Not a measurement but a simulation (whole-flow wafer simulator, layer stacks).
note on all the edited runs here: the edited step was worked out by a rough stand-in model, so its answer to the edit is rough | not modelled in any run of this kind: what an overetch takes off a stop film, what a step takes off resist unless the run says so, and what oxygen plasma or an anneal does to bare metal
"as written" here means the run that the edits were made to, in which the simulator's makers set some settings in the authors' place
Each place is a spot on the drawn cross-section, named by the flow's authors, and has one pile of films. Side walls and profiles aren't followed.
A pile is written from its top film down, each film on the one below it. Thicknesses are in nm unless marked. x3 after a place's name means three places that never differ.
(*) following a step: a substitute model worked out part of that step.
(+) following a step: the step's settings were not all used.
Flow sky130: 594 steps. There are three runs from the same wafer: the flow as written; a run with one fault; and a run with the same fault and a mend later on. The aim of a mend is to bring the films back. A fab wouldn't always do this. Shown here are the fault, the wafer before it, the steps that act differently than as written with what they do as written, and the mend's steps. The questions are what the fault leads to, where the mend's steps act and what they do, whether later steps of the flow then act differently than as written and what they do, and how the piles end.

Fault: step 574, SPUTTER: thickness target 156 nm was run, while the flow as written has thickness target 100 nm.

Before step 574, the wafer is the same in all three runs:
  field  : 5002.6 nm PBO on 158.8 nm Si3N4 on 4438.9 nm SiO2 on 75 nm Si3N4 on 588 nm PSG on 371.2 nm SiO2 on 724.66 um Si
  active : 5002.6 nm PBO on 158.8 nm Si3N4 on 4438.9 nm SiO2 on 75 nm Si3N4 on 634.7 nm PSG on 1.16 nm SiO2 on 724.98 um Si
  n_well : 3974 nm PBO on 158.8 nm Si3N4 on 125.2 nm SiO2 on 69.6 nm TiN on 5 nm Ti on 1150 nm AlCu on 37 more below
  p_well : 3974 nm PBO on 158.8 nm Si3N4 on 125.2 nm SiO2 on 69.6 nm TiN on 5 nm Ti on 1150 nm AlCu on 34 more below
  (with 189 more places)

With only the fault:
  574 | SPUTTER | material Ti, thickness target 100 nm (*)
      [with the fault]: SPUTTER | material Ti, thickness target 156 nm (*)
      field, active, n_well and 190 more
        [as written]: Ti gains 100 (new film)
        [with the fault]: Ti gains 156 (new film)
  Steps later in the flow that act otherwise than as written (not shown: 7 more steps that differ only slightly, by at most 2% or 0.5 nm, whichever is larger):
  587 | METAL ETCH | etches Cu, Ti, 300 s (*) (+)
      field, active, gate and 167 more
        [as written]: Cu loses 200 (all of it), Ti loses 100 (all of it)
        [with the fault]: Cu loses 200 (all of it), Ti loses 156 (all of it)
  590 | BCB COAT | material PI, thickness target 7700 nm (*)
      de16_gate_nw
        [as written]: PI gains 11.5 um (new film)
        [with the fault]: PI gains 11.56 um (new film)
  By the end, the piles at n_well, p_well, sd_n and 20 more depart from the flow's by more than 2% or 0.5 nm, whichever is larger.
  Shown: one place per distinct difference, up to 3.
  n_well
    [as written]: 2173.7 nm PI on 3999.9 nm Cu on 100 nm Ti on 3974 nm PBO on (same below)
    [with the fault]: 2137.3 nm PI on 3999.9 nm Cu on 156 nm Ti on 3974 nm PBO on (same below)
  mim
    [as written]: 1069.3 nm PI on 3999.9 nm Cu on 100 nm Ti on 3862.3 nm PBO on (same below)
    [with the fault]: 1016.9 nm PI on 3999.9 nm Cu on 156 nm Ti on 3862.3 nm PBO on (same below)
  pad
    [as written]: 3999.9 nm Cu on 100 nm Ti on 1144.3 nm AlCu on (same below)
    [with the fault]: 3999.9 nm Cu on 156 nm Ti on 1144.3 nm AlCu on (same below)

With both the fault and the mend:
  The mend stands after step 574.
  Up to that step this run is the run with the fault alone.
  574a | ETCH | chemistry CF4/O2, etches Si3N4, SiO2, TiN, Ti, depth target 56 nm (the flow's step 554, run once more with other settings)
      field, active, n_well and 190 more
        Ti loses 56
  None of the later steps of the flow differs from how it acts as written, at any place that is followed, by more than 2% or 0.5 nm, whichever is larger.
  The piles end the same as the flow's at every place that both follow.
